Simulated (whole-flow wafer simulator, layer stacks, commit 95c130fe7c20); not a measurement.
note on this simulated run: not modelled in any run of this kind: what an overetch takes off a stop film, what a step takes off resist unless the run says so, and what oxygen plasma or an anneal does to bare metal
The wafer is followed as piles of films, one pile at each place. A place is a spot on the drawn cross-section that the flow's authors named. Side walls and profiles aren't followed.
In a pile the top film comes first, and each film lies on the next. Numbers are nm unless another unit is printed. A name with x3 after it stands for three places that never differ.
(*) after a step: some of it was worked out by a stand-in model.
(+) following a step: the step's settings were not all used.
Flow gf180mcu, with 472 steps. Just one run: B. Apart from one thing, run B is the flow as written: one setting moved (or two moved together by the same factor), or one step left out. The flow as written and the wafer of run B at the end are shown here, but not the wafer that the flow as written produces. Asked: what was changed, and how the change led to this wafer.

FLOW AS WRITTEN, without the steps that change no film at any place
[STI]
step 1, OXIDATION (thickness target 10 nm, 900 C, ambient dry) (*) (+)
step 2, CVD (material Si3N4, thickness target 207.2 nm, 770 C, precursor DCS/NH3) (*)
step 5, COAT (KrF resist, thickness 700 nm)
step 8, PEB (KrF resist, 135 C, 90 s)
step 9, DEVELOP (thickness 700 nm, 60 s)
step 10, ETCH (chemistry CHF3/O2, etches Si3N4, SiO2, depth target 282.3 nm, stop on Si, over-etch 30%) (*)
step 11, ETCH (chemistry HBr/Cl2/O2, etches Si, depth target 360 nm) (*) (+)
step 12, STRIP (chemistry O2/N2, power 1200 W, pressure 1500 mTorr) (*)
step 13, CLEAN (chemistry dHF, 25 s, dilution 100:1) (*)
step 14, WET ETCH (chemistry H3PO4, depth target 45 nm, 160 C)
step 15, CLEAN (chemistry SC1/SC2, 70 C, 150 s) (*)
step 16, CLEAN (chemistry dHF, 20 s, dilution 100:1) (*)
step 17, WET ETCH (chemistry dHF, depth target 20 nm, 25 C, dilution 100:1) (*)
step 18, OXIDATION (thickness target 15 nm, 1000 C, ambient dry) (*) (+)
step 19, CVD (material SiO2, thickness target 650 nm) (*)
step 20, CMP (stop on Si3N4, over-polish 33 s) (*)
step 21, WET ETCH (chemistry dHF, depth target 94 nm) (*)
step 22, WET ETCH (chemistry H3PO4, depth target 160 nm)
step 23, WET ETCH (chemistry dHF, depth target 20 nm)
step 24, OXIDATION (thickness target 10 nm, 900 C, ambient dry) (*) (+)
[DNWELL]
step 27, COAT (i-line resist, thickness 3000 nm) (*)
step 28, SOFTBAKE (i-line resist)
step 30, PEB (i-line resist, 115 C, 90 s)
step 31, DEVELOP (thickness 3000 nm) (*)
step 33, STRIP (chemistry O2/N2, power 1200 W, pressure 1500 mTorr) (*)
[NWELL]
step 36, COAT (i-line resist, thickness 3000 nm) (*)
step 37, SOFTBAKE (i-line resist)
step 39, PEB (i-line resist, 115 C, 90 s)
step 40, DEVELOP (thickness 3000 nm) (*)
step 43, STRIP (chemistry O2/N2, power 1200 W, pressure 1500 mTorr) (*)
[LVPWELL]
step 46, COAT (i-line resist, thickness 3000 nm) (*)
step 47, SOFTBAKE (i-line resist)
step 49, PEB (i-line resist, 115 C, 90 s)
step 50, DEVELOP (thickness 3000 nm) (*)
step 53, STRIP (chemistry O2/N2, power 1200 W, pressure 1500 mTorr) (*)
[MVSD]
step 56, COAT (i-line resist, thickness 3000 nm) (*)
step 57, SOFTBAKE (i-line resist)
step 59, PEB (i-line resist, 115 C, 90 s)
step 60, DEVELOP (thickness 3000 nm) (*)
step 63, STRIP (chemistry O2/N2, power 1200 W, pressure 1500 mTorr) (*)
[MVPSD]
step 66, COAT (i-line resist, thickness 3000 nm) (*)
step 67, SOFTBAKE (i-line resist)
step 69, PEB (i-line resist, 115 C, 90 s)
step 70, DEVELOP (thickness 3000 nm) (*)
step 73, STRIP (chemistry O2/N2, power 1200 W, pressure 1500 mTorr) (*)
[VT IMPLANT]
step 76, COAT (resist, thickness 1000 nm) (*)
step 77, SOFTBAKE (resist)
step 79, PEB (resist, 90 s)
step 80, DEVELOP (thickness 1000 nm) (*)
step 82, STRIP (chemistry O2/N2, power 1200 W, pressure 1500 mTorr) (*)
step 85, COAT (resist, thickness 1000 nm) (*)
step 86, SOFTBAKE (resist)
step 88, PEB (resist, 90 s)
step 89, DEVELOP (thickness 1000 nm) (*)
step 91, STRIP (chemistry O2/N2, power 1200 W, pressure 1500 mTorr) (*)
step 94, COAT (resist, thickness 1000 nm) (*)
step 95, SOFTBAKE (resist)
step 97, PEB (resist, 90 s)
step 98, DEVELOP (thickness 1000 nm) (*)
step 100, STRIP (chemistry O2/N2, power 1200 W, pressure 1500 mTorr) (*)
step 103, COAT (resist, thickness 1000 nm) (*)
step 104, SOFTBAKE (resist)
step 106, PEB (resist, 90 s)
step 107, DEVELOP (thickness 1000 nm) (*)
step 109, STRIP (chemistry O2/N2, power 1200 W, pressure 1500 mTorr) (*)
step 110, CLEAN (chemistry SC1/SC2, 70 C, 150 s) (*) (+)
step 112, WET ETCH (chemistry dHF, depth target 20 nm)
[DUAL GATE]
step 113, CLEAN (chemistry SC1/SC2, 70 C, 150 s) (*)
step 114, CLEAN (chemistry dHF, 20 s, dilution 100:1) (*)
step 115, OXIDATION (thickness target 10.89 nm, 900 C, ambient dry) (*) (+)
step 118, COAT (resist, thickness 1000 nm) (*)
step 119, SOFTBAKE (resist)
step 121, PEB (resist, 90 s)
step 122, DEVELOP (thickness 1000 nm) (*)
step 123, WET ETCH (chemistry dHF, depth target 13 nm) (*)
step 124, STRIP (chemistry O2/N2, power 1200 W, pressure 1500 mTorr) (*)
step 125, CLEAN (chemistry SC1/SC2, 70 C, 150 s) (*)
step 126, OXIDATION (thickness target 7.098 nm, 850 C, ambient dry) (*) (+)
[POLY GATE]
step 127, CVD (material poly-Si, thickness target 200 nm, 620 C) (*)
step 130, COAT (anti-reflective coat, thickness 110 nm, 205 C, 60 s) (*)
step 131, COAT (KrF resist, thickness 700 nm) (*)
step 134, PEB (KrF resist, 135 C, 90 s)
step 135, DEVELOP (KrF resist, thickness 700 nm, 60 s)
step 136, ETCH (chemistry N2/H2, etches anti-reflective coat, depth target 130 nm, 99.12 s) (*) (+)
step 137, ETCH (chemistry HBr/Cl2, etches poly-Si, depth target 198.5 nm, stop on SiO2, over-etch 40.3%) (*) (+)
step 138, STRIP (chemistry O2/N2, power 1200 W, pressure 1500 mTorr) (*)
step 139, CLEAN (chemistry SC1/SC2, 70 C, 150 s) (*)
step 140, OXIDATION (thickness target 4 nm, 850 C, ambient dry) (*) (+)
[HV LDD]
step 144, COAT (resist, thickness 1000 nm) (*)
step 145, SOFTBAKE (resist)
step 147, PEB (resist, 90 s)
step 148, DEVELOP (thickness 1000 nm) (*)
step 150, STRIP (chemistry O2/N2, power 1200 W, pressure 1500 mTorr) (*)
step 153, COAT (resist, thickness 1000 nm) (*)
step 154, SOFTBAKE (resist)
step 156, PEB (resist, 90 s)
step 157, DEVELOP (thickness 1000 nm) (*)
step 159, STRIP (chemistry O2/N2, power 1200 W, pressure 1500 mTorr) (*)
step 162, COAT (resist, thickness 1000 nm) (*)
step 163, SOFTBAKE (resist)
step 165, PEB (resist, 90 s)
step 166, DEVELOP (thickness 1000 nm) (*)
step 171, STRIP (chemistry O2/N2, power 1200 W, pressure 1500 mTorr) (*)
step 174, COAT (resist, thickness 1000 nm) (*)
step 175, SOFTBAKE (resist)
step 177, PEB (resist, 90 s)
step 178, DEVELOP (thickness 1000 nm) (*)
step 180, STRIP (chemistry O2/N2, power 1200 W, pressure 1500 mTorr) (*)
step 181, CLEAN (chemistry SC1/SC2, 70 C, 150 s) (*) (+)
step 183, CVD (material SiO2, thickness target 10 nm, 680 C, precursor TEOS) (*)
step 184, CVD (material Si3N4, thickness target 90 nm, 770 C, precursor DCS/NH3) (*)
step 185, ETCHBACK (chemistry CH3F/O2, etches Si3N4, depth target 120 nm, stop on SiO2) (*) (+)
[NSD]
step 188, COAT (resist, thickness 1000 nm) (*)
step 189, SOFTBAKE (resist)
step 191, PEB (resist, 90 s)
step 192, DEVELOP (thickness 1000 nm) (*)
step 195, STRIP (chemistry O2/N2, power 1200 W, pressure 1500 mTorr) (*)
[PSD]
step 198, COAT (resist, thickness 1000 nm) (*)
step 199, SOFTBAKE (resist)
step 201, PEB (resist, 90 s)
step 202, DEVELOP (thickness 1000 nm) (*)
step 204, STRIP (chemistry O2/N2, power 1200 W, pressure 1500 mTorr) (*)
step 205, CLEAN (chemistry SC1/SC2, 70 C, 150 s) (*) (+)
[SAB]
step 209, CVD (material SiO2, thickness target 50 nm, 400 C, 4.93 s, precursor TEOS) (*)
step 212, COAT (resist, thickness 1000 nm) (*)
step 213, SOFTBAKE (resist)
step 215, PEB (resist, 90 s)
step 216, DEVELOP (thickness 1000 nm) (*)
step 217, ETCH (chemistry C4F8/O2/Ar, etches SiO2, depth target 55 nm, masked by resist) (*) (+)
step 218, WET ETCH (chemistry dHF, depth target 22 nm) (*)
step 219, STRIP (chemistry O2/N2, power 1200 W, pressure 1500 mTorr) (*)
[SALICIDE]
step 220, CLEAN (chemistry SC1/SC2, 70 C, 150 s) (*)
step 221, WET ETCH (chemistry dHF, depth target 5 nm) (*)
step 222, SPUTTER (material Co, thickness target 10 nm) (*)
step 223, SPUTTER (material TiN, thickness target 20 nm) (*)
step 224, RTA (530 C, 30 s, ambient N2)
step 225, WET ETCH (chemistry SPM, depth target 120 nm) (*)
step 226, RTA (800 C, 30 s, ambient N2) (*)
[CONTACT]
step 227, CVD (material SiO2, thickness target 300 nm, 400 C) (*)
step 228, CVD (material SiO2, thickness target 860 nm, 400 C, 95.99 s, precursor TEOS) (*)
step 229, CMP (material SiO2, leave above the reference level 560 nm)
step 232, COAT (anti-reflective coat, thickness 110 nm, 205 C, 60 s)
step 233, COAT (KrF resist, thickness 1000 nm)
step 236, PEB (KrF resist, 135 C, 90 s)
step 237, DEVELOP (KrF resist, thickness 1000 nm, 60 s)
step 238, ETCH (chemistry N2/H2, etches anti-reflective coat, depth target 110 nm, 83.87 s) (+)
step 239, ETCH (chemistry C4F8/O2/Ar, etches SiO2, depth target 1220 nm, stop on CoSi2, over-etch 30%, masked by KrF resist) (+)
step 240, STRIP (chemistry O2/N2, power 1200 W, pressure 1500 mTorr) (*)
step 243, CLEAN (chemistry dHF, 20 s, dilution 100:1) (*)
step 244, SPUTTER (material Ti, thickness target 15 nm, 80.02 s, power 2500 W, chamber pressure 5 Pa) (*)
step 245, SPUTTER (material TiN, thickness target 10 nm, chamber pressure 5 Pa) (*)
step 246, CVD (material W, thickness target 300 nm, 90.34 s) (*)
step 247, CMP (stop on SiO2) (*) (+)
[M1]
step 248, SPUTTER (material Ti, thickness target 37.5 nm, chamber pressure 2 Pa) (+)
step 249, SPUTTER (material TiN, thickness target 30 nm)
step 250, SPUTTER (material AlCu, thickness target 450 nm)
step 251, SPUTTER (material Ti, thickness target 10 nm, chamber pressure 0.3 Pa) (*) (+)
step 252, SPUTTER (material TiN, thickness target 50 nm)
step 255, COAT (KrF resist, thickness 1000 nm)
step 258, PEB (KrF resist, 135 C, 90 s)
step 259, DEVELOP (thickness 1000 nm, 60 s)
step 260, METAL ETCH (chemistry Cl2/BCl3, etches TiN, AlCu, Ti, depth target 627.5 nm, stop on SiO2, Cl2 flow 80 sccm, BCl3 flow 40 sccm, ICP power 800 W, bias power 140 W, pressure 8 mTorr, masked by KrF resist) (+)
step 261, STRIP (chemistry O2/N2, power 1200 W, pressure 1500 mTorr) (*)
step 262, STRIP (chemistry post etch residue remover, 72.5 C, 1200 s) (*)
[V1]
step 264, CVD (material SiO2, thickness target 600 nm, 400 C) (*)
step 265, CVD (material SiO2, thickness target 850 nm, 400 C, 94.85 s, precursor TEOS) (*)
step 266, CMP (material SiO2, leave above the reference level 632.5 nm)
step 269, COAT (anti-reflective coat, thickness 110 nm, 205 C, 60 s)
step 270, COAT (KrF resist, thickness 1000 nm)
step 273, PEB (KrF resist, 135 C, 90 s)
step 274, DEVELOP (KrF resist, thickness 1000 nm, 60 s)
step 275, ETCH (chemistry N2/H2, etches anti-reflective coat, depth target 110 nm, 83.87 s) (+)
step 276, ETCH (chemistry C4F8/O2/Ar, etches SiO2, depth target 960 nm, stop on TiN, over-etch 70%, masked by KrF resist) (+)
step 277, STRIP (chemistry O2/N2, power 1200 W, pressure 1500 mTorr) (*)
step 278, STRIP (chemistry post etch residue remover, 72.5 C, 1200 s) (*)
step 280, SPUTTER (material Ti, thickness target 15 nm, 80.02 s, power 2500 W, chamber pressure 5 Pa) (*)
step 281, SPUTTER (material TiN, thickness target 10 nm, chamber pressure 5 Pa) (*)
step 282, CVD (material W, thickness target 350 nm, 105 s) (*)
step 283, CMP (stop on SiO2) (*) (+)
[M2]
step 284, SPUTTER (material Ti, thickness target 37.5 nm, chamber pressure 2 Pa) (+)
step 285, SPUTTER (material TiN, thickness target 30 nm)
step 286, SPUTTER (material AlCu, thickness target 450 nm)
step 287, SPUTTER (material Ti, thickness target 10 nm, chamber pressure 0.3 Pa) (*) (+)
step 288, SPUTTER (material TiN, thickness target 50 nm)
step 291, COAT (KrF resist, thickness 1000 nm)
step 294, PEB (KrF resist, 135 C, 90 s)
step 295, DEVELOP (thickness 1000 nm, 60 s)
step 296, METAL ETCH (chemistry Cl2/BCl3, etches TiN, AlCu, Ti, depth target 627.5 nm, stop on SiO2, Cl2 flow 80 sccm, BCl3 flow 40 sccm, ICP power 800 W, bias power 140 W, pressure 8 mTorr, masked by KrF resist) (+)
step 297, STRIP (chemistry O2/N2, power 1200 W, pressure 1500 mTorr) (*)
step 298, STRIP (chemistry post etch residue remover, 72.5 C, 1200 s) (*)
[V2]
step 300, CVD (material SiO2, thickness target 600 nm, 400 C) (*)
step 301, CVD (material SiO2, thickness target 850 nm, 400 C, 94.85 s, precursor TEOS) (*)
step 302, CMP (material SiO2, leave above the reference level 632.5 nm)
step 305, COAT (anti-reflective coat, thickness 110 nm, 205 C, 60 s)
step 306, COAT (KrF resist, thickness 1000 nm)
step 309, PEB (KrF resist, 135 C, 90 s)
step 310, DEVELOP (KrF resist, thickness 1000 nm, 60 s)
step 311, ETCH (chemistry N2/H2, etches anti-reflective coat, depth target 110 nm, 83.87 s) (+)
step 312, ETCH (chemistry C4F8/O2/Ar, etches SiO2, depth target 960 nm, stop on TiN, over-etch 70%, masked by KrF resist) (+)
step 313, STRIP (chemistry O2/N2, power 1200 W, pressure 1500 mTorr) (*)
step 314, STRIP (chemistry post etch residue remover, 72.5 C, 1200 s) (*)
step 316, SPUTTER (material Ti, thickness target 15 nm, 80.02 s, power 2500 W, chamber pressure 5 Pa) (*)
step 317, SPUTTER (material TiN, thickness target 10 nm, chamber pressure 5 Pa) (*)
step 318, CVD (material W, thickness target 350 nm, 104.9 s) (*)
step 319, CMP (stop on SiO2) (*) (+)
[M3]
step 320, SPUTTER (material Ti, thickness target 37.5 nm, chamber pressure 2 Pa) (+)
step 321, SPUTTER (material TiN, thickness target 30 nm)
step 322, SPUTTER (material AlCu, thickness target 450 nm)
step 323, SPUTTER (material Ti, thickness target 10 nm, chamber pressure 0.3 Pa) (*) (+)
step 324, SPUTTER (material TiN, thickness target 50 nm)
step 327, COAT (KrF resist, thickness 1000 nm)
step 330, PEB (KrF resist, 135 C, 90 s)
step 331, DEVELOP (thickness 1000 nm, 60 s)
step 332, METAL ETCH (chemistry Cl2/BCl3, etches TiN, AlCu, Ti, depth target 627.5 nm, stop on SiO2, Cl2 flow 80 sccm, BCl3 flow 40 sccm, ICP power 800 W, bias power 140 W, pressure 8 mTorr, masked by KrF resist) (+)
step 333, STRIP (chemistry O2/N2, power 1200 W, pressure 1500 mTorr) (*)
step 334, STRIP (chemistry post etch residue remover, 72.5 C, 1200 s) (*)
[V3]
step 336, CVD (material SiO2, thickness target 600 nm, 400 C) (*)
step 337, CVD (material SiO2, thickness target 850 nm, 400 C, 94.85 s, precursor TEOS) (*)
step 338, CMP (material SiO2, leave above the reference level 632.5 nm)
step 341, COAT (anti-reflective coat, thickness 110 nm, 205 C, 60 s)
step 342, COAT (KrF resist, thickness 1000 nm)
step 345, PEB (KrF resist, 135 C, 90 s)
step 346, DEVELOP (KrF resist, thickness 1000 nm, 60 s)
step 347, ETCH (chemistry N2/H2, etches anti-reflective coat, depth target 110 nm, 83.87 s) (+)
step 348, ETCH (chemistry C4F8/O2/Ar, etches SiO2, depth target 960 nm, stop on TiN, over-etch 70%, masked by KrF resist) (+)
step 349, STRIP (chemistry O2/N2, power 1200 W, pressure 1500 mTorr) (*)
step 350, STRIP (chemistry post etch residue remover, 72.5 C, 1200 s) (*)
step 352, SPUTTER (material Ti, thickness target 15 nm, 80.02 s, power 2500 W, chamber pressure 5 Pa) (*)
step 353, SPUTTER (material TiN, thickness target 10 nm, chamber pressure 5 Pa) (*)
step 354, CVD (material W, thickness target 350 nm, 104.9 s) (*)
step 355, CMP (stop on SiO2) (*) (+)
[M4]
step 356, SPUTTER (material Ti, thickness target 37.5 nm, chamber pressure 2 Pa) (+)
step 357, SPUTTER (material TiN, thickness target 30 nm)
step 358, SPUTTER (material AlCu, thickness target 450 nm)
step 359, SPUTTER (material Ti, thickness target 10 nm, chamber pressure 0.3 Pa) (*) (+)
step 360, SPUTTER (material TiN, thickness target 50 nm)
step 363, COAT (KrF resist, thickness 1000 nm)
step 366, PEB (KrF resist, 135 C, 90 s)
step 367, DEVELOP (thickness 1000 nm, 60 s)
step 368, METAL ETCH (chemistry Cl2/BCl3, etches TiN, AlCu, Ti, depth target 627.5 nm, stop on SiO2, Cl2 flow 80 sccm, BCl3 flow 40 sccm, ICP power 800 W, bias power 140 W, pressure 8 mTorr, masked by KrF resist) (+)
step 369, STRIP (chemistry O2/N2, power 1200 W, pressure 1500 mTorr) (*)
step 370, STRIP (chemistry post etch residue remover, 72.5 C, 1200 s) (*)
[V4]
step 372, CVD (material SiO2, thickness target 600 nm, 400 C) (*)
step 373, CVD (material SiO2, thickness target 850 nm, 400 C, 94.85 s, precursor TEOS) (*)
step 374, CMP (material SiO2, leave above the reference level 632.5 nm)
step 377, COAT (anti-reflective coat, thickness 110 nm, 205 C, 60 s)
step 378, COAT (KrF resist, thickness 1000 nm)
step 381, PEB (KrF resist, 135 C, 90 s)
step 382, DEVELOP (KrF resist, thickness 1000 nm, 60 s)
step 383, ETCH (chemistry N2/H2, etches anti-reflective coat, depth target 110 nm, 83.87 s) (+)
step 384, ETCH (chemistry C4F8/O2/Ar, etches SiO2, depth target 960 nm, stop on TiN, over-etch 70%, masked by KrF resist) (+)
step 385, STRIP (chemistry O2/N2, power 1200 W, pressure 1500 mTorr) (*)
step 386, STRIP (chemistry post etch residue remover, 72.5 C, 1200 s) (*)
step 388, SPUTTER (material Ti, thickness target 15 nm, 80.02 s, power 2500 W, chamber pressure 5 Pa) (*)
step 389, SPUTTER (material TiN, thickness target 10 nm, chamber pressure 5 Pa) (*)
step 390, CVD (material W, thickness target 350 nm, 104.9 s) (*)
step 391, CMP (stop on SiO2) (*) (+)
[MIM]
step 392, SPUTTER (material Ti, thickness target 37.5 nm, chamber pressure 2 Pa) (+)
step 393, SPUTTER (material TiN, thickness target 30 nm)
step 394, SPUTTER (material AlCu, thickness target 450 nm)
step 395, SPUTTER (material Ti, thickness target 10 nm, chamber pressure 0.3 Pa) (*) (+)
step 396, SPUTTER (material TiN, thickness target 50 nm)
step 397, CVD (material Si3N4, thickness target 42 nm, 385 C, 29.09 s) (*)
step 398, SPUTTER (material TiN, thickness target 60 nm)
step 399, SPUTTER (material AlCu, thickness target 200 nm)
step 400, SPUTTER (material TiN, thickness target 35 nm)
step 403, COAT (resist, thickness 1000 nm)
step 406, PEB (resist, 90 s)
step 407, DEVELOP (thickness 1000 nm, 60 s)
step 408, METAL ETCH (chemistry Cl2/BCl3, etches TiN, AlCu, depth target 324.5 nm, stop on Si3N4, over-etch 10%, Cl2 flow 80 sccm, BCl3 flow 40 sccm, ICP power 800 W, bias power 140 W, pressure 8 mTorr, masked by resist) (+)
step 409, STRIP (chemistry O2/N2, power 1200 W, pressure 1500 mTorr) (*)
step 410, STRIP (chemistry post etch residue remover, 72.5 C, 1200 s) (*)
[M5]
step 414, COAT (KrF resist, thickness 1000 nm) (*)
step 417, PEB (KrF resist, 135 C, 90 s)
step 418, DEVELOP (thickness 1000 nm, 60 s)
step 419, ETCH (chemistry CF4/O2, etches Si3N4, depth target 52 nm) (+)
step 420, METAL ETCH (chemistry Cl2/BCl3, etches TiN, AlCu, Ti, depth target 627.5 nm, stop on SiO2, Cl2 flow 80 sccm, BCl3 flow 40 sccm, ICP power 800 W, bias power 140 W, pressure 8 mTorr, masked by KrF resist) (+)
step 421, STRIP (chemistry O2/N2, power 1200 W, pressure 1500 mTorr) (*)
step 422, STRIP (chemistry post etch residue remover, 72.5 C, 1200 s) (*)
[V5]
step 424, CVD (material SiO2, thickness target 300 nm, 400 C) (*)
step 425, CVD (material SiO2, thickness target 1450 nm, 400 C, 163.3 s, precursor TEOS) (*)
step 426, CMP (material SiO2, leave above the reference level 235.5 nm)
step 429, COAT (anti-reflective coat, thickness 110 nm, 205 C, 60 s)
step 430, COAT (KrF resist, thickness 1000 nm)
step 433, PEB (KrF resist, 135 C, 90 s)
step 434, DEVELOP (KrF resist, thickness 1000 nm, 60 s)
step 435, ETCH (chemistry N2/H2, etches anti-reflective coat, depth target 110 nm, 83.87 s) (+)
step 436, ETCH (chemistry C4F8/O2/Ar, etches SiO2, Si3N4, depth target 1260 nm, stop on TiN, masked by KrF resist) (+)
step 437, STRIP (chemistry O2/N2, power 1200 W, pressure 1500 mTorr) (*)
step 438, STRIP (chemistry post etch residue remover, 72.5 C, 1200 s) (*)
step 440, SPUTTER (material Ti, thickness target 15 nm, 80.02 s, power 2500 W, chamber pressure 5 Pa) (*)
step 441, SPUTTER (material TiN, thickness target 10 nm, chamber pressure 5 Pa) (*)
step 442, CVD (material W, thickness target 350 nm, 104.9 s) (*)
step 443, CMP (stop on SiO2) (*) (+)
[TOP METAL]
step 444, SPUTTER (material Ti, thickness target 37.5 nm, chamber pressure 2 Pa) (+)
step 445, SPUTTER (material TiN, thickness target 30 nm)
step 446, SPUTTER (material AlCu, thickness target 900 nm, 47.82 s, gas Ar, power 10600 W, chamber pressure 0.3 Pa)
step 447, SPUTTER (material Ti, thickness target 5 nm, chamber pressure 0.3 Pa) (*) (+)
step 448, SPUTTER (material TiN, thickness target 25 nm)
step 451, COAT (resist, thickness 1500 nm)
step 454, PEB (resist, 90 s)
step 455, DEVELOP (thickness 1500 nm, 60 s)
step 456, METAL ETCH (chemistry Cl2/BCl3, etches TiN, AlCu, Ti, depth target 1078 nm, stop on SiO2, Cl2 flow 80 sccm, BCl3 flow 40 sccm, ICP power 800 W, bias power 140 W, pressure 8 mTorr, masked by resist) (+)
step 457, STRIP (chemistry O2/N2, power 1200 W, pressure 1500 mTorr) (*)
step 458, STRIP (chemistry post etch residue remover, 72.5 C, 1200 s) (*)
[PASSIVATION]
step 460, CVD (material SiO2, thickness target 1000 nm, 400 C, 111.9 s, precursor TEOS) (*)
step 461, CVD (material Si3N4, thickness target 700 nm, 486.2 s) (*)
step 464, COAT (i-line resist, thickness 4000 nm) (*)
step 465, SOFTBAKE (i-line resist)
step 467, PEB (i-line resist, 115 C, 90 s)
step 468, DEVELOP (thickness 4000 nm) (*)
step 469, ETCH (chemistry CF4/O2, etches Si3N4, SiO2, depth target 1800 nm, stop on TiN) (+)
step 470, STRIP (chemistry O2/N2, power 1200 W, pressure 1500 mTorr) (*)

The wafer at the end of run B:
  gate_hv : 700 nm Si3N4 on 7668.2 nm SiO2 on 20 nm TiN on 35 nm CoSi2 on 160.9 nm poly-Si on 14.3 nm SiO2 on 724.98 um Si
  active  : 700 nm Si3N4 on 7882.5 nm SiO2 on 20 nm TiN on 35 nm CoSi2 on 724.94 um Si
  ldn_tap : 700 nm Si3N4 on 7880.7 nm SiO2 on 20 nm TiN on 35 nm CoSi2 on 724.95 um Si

What caused this: step 225, WET ETCH: chemistry SPM, depth target 120 nm (*), was omitted.

Step by step, how the change led to this:
  step 227, CVD (material SiO2, thickness target 300 nm, 400 C) (*)
      field, field__w1, field__w2 and 57 more: +300 SiO2 (new film) (as written it would have been: +300 SiO2)
      field__w12: +301.1 SiO2 (new film) (as written it would have been: +300 SiO2)
  step 229, CMP (material SiO2, leave above the reference level 560 nm)
      ldn_sep__w1, ldn_sep__w2, ldn_dft and 8 more: -322.1 SiO2 (as written it would have been: -311.1 SiO2)
      mim_1p0, pad, dice_street, iso_fld_sub: -308 SiO2 (as written it would have been: -297 SiO2)
      (also at 44 further places)
  step 239, ETCH (chemistry C4F8/O2/Ar, etches SiO2, depth target 1220 nm, stop on CoSi2, over-etch 30%, masked by KrF resist) (+)
      polyc_n, polyc_p: -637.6 SiO2 (all of it), -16 TiN (as written it would have been: -638.6 SiO2 (all of it))
      contact: -859.2 SiO2 (all of it), -8.59 TiN (as written it would have been: -859.2 SiO2 (all of it))
